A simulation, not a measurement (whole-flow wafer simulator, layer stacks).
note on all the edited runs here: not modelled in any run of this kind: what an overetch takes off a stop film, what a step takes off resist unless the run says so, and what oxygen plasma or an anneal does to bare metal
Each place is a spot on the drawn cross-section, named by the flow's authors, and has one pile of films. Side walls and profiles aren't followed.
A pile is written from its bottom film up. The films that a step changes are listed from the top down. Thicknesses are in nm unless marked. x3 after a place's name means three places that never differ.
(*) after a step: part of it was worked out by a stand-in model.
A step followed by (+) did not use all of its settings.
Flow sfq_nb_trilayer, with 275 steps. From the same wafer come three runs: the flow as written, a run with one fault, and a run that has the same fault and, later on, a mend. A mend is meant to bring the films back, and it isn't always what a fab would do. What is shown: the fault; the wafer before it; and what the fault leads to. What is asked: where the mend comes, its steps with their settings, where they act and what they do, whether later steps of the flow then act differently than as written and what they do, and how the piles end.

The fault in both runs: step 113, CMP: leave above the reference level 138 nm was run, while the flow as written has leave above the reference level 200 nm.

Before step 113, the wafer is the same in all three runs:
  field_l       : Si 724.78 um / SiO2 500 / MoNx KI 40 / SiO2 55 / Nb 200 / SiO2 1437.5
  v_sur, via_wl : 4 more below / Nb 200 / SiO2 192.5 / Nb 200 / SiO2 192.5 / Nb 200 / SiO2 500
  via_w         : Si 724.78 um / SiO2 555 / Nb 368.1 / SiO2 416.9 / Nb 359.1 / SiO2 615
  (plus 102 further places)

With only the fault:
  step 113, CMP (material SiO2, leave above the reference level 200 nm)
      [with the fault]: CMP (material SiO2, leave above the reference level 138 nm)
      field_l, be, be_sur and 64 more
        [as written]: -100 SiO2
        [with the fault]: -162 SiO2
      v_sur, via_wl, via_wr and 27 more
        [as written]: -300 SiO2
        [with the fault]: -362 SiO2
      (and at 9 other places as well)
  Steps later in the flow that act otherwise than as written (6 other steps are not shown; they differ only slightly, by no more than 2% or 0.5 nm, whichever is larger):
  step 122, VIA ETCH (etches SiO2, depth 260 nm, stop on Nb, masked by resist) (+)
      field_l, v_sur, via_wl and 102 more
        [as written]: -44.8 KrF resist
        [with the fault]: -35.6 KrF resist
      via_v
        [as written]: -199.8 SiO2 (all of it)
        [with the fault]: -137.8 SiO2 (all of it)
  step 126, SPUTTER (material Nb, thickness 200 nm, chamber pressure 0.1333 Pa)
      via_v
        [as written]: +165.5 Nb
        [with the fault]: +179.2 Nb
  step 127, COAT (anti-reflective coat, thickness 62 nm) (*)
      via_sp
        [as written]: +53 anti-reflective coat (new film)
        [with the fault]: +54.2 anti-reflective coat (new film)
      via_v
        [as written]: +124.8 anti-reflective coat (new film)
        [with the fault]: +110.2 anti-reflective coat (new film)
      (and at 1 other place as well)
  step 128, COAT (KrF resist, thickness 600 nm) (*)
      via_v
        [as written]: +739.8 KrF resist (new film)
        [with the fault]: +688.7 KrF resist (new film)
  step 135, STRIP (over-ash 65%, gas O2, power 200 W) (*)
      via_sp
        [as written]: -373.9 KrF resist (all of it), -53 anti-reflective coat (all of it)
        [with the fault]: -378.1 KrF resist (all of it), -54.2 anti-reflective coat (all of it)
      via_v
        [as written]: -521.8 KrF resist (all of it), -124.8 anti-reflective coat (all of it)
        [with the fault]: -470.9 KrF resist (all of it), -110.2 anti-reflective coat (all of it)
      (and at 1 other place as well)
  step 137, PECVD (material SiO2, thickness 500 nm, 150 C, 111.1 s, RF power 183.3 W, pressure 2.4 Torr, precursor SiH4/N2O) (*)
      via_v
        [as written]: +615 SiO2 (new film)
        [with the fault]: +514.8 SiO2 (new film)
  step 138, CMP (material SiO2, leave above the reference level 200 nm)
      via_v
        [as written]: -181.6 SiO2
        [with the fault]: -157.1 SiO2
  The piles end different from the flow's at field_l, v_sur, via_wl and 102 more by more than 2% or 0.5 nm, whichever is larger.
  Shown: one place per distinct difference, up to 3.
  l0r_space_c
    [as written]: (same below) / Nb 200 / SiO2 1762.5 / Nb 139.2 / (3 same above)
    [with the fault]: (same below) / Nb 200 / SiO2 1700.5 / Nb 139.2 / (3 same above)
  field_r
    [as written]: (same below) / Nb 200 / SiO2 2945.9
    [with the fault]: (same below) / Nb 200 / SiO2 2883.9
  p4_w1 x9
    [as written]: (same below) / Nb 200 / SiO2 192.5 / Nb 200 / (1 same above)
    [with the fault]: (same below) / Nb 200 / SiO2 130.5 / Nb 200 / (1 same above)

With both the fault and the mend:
  The mend follows step 120.
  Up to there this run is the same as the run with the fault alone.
  step 120a, STRIP (over-ash 65%, gas O2, power 200 W) (*)
      field_l, v_sur, via_wl and 102 more
        -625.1 KrF resist (all of it), -62 anti-reflective coat (all of it)
      via_v
        -62 anti-reflective coat (all of it)
  step 120b, PECVD (material SiO2, thickness 62 nm, 150 C, 13.78 s, RF power 183.3 W, pressure 2.4 Torr, precursor SiH4/N2O) (the flow's step 112 again, with other settings)
      field_l, v_sur, via_wl and 103 more
        +62 SiO2
  step 120c, COAT (anti-reflective coat, thickness 62 nm) (the flow's step 115 again)
      field_l, v_sur, via_wl and 103 more
        +62 anti-reflective coat (new film)
  step 120d, COAT (KrF resist, thickness 650 nm) (the flow's step 116 again)
      field_l, v_sur, via_wl and 103 more
        +650 KrF resist (new film)
  step 120e, SOFTBAKE (KrF resist) (the flow's step 117 again)
      alters no film at any place that is followed
  step 120f, EXPOSE (photomask I3, dose 11.91 mJ/cm2, NA 0.6, wavelength 248 nm) (*) (the flow's step 118 again)
      alters no film at any place that is followed
  step 120g, PEB (KrF resist, 90 s) (the flow's step 119 again)
      field_l, v_sur, via_wl and 103 more
        -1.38 KrF resist
  step 120h, DEVELOP (KrF resist, thickness 650 nm, 60 s) (the flow's step 120 again)
      field_l, v_sur, via_wl and 102 more
        -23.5 KrF resist
      via_v
        -648.6 KrF resist (all of it)
  Later steps of the flow that are run all act as written at every place that is followed.
  At every place that both follow, the piles at the end match the flow's.
